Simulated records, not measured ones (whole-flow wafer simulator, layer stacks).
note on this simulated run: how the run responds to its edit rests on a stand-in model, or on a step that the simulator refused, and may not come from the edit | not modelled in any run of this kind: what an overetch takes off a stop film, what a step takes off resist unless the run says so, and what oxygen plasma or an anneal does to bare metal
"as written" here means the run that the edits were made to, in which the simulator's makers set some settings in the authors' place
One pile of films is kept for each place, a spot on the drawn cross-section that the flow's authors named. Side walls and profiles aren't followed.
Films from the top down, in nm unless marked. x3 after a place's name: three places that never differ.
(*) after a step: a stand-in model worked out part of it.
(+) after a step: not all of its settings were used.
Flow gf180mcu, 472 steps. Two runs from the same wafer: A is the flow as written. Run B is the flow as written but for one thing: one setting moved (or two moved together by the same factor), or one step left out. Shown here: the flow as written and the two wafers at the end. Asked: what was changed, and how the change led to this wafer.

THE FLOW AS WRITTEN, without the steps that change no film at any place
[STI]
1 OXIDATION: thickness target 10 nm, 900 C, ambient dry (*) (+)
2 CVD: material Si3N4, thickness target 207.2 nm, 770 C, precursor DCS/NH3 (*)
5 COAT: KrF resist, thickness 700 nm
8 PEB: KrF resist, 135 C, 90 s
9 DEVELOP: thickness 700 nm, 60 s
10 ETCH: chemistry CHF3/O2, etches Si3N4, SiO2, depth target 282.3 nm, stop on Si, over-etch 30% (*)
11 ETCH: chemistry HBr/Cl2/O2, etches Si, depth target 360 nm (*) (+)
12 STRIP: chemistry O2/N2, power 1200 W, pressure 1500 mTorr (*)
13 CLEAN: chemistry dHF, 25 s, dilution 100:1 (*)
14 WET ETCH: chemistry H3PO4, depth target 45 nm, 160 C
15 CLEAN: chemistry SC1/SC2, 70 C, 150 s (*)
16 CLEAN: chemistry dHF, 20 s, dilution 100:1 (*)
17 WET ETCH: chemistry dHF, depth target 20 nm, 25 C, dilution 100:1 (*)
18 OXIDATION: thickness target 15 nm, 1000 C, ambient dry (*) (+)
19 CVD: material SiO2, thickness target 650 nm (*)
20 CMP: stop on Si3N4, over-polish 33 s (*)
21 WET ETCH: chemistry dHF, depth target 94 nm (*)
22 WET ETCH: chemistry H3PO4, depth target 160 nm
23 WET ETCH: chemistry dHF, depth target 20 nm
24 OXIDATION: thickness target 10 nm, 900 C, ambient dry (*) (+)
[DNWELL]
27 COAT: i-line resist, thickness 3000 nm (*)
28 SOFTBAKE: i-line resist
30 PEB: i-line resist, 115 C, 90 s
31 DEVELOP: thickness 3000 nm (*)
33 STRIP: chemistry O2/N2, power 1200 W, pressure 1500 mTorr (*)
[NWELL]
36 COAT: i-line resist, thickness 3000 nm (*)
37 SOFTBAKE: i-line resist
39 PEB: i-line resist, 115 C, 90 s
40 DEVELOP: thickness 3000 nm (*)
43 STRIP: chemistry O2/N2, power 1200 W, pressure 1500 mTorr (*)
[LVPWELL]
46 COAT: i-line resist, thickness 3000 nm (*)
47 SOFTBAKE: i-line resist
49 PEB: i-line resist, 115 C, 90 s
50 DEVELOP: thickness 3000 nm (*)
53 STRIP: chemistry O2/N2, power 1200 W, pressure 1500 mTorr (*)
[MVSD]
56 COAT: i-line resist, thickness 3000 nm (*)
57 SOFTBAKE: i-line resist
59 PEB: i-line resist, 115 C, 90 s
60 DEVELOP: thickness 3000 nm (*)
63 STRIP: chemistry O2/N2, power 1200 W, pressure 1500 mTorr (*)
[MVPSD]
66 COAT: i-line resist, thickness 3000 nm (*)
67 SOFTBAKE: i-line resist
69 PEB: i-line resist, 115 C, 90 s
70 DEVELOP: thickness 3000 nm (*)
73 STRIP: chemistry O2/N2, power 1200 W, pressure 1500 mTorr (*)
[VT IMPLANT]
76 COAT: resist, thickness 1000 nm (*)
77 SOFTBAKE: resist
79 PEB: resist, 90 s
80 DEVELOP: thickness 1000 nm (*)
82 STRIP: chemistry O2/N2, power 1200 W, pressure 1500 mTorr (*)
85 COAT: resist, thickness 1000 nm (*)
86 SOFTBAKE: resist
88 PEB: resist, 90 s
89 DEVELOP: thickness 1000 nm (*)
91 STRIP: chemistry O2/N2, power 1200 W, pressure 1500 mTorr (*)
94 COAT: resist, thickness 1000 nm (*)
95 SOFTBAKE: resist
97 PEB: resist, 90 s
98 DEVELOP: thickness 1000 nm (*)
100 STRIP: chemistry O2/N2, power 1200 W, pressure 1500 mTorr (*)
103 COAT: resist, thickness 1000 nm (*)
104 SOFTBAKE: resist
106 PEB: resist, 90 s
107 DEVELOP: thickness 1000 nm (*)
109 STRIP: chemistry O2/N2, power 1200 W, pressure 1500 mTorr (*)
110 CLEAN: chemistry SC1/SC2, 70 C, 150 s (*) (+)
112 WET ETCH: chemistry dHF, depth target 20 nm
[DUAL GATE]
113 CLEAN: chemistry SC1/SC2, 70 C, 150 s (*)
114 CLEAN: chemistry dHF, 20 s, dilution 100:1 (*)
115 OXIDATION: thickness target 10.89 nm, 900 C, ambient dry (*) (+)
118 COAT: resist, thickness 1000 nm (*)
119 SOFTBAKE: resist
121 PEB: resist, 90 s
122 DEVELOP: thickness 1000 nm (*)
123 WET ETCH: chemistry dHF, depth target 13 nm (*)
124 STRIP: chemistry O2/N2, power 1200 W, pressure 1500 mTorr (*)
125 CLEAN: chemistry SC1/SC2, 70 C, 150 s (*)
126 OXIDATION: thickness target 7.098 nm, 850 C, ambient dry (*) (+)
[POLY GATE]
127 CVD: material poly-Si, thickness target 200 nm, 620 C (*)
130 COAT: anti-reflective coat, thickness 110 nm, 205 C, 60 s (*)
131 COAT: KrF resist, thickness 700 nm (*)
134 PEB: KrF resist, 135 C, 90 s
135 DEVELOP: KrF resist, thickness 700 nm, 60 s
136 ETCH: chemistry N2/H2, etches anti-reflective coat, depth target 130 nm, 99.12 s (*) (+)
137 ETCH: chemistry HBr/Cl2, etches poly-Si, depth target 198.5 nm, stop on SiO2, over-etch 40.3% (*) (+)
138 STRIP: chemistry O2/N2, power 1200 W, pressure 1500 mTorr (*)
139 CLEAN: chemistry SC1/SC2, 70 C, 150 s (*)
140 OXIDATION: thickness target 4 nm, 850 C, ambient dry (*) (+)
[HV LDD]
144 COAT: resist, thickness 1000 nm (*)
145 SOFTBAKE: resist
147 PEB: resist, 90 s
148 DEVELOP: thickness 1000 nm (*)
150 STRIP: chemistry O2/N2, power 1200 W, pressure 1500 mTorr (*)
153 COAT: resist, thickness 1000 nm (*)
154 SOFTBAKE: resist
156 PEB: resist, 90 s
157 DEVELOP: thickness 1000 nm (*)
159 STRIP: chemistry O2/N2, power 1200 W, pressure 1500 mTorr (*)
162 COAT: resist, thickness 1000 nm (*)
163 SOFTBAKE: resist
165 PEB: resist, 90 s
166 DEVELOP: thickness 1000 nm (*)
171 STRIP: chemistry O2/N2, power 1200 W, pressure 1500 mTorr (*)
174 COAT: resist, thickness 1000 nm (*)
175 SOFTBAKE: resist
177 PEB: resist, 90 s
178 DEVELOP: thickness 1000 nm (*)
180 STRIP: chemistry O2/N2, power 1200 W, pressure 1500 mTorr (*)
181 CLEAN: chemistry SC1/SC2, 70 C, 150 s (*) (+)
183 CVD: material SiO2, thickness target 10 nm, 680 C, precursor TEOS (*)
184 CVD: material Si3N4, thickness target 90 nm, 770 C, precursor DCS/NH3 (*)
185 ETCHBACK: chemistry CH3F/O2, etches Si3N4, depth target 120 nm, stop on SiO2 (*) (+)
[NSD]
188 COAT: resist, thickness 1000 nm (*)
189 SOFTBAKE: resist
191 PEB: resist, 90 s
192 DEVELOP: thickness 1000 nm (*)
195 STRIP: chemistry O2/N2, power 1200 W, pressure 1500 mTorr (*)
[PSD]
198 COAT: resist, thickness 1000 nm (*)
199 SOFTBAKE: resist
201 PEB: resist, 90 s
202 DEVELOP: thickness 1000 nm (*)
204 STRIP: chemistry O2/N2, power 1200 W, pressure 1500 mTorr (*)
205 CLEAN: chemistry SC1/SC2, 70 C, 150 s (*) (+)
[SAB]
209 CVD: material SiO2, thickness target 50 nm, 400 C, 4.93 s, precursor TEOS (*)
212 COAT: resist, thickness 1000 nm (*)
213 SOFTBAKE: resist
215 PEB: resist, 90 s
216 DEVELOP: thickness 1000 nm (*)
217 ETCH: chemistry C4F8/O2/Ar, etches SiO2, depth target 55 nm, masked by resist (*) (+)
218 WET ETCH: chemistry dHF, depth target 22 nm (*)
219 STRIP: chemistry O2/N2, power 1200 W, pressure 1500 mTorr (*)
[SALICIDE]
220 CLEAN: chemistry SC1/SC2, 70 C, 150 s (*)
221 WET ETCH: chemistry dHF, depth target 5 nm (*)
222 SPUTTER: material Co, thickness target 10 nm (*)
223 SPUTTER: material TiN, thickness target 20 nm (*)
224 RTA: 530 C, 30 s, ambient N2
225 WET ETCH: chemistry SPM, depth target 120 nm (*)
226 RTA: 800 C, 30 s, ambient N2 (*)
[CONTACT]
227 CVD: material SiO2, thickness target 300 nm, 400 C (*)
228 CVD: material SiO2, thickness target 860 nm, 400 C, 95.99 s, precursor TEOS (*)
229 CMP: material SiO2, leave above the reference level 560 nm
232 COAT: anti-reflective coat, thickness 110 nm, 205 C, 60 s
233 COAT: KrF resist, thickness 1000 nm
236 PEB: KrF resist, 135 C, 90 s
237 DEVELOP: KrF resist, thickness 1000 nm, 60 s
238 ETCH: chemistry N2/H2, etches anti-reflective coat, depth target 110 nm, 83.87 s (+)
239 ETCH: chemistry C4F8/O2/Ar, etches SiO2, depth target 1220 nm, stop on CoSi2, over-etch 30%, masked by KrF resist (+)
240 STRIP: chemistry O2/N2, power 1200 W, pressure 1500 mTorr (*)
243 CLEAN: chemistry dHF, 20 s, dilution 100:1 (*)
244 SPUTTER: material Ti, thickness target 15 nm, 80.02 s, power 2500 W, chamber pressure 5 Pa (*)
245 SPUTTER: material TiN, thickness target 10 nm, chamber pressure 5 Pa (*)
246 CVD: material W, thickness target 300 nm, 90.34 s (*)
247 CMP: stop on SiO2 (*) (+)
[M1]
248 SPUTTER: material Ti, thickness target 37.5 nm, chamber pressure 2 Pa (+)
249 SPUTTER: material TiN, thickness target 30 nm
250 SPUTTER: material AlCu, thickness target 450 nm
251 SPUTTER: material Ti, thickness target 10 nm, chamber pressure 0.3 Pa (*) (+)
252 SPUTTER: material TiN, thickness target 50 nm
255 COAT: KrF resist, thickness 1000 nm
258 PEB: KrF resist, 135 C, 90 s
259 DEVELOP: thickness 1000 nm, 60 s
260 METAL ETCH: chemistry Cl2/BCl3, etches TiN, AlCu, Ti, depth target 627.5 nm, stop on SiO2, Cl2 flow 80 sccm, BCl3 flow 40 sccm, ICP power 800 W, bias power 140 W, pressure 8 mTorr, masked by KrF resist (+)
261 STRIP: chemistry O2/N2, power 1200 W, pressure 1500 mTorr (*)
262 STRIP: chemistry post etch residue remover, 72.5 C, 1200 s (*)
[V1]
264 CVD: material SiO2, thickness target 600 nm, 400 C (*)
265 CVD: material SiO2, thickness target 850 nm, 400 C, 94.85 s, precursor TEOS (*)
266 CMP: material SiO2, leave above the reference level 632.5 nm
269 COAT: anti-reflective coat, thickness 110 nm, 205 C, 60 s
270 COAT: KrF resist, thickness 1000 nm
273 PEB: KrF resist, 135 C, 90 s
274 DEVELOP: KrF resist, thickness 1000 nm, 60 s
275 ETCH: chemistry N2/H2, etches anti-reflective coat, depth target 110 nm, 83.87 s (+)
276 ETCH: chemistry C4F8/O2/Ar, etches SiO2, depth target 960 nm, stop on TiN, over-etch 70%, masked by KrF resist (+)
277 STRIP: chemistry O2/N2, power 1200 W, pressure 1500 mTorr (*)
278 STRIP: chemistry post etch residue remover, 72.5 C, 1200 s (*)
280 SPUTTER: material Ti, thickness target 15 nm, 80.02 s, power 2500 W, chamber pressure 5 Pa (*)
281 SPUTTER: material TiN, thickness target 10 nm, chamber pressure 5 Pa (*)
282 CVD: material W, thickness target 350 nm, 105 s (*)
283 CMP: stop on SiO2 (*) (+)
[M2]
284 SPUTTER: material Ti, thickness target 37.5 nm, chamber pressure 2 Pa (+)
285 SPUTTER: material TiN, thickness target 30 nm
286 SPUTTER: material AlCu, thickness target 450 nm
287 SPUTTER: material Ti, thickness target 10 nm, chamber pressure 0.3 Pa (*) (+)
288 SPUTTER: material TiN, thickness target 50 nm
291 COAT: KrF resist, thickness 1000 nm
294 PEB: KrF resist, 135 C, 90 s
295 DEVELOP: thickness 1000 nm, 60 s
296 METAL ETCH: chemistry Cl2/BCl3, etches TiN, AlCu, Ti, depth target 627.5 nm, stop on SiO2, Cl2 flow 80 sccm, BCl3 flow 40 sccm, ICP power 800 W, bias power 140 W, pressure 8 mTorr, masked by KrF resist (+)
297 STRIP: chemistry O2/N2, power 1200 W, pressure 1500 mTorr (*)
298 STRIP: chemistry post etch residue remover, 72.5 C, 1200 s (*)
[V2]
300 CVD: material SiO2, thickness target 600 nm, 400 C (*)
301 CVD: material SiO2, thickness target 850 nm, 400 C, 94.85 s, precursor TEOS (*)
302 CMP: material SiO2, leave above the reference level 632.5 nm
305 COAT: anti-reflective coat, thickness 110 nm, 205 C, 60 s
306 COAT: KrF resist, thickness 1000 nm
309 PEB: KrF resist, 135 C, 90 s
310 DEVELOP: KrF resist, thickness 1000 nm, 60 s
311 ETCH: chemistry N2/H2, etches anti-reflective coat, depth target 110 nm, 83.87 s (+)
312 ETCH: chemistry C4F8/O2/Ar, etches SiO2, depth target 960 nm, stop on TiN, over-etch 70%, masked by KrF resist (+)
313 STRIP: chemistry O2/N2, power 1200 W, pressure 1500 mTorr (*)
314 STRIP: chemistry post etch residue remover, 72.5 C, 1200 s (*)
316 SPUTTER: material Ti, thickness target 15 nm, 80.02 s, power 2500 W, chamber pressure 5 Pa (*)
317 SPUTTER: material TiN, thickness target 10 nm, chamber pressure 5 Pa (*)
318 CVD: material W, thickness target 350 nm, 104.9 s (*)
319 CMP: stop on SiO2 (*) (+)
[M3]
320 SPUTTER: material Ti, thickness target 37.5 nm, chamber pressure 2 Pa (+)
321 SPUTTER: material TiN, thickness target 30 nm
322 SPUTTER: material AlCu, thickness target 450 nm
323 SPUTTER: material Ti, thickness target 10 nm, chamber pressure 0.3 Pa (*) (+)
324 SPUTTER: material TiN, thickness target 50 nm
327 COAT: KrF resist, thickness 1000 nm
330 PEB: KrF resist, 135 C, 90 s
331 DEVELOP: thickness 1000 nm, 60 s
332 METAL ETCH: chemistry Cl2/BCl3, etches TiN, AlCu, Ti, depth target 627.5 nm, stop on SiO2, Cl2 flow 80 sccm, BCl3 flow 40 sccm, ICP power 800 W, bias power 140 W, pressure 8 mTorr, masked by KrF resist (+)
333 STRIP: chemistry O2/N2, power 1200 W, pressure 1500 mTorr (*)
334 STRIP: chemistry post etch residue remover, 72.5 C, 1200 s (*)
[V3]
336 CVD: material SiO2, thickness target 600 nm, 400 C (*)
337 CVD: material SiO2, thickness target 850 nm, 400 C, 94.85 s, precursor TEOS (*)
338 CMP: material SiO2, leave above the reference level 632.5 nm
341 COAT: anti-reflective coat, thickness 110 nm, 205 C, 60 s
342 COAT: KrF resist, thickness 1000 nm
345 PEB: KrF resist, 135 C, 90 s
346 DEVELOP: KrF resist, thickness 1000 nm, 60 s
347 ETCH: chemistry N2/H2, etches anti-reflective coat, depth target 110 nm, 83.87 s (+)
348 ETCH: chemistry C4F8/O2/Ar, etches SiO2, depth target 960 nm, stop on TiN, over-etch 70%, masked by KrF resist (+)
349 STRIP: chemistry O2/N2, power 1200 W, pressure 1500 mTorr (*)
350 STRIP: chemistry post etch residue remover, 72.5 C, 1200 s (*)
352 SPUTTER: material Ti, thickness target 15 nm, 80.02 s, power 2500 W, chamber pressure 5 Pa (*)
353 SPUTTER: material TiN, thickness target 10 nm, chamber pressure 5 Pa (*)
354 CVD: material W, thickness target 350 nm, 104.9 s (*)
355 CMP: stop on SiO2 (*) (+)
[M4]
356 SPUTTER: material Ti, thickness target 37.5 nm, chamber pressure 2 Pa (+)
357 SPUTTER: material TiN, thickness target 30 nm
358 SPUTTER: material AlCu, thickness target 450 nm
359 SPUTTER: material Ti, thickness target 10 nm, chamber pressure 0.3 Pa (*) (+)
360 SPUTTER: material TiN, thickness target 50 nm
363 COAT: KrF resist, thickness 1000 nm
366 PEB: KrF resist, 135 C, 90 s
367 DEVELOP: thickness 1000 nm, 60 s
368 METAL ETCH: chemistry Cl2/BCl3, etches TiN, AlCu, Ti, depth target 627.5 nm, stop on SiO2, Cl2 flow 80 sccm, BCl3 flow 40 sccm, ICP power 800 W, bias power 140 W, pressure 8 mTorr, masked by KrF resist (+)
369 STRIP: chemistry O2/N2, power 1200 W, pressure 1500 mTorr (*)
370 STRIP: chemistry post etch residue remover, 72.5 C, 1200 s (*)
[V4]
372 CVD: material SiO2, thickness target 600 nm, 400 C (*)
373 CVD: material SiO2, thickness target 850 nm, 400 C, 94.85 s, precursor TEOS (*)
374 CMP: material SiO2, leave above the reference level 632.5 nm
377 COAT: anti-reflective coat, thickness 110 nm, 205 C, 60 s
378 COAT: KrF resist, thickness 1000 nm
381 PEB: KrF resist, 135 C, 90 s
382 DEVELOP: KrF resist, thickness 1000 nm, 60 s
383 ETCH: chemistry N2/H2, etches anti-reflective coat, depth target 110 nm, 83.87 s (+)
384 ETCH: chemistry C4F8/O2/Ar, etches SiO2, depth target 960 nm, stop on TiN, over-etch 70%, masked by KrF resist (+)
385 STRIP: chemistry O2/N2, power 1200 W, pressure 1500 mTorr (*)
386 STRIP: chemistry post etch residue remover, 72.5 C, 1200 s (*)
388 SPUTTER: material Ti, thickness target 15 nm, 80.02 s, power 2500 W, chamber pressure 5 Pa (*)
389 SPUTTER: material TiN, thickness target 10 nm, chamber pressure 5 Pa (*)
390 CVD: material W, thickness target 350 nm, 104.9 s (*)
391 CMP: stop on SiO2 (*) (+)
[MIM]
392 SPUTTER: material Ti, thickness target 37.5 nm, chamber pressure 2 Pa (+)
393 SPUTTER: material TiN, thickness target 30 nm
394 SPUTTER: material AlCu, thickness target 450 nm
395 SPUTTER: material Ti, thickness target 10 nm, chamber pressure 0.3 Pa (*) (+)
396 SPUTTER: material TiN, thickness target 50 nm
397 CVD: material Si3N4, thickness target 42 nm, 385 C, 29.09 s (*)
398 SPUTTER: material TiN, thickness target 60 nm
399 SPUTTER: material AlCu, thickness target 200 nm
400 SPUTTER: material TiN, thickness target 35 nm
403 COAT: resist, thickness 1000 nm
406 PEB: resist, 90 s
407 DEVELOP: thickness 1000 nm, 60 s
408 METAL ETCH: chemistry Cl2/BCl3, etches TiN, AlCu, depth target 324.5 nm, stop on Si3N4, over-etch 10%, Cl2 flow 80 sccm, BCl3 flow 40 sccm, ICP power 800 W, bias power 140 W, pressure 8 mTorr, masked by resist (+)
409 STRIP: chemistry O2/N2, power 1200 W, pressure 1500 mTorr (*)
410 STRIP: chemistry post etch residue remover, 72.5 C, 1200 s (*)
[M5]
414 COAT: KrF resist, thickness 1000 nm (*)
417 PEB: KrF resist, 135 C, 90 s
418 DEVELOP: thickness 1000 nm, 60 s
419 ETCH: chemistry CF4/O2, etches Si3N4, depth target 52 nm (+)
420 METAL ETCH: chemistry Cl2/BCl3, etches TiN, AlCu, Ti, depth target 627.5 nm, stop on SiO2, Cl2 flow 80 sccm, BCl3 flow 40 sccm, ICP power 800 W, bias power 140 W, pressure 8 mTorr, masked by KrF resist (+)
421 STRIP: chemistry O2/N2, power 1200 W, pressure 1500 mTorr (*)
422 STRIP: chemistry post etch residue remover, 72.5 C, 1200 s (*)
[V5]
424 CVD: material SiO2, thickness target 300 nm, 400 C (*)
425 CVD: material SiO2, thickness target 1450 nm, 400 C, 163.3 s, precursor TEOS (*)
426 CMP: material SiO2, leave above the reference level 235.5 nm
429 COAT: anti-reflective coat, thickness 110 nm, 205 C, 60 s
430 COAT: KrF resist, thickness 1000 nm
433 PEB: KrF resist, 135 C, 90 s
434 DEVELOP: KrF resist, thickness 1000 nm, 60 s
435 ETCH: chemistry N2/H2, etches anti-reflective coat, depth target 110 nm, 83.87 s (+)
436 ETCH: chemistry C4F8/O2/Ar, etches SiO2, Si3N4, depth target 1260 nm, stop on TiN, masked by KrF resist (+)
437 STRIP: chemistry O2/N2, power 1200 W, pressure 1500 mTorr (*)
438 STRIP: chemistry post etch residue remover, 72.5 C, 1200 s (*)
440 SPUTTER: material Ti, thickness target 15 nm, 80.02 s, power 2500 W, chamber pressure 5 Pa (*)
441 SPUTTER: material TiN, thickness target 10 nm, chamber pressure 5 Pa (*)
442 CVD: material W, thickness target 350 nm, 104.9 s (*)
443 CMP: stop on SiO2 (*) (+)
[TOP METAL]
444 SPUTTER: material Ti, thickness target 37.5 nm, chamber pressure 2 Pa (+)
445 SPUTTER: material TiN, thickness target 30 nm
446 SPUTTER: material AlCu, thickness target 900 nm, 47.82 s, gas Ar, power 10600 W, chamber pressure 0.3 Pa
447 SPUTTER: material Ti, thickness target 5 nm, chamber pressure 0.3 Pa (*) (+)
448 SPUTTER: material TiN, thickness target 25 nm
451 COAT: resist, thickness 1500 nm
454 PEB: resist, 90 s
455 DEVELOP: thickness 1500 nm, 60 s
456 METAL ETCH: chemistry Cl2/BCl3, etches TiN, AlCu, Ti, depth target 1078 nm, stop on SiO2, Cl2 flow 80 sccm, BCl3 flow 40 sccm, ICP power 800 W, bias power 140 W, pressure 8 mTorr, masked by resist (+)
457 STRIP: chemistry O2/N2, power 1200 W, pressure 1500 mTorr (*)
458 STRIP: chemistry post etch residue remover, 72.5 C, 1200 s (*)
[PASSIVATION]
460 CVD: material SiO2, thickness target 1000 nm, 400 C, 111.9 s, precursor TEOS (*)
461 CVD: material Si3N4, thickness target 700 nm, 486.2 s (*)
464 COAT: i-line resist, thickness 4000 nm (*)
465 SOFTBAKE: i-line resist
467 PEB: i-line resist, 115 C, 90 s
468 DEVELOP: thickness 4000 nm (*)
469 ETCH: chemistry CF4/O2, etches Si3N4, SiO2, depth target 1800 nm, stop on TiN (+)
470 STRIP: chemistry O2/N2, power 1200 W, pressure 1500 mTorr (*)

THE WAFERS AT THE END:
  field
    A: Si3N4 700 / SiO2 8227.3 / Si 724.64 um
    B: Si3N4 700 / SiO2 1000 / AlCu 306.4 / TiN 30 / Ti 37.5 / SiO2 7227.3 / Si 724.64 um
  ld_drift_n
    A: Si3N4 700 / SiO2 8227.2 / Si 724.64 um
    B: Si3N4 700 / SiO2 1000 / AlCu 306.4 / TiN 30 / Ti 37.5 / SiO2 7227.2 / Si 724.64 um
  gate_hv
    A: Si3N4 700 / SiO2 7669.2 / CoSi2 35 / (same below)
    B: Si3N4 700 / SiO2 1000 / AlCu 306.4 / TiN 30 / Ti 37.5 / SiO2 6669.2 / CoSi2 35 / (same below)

The cause: step 446, SPUTTER: 71.73 s was run, where the flow has 47.82 s.

How the change led to this, step by step:
  446 SPUTTER: material AlCu, thickness target 900 nm, 47.82 s, gas Ar, power 10600 W, chamber pressure 0.3 Pa
      field, field__w1, field__w2 and 109 more: A AlCu +900 (new film) | B AlCu +1359.6 (new film)
  456 METAL ETCH: chemistry Cl2/BCl3, etches TiN, AlCu, Ti, depth target 1078 nm, stop on SiO2, Cl2 flow 80 sccm, BCl3 flow 40 sccm, ICP power 800 W, bias power 140 W, pressure 8 mTorr, masked by resist (+)
      field, field__w1, field__w2 and 103 more: A TiN -25 (all of it), Ti -5 (all of it), AlCu -900 (all of it), TiN -30 (all of it), Ti -37.5 (all of it) | B TiN -25 (all of it), Ti -5 (all of it), AlCu -1047.5
  458 STRIP: chemistry post etch residue remover, 72.5 C, 1200 s (*)
      field, field__w1, field__w2 and 103 more: A nothing | B AlCu -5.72
  460 CVD: material SiO2, thickness target 1000 nm, 400 C, 111.9 s, precursor TEOS (*)
      field, field__w1, field__w2 and 103 more: A SiO2 +1000 | B SiO2 +1000 (new film)
  464 COAT: i-line resist, thickness 4000 nm (*)
      field__w8: A i-line resist +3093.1 (new film) | B i-line resist +3018.1 (new film)
      contact: A i-line resist +3153.6 (new film) | B i-line resist +3059.2 (new film)
      (and at 4 more places)
  465 SOFTBAKE: i-line resist
      field__w5, field__w9: A i-line resist +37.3 | B i-line resist +34.2
      field__w11, field__w13: A i-line resist +37.9 | B i-line resist +35.5
      (and at 56 more places)
  467 PEB: i-line resist, 115 C, 90 s
      field__w8, m1__w1: A i-line resist -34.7 | B i-line resist -33.3
      contact, m1: A i-line resist -35.1 | B i-line resist -33.6
      (and at 2 more places)
  468 DEVELOP: thickness 4000 nm (*)
      pad: A i-line resist -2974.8 (all of it) | B i-line resist -2889.9 (all of it)
  470 STRIP: chemistry O2/N2, power 1200 W, pressure 1500 mTorr (*)
      field__w8, m1__w1: A i-line resist -1787.7 (all of it) | B i-line resist -1705.3 (all of it)
      contact: A i-line resist -1811.2 (all of it) | B i-line resist -1722 (all of it)
      (and at 2 more places)
Counting metal films that touch as one body, field has 1 body; the flow as written gives 0 bodies.
Counting metal films that touch as one body, ld_drift_n has 1 body; the flow as written gives 0 bodies.
Counting metal films that touch as one body, gate_hv has 2 bodies (between them, from the top down: SiO2 6669.2); the flow as written gives 1 body.
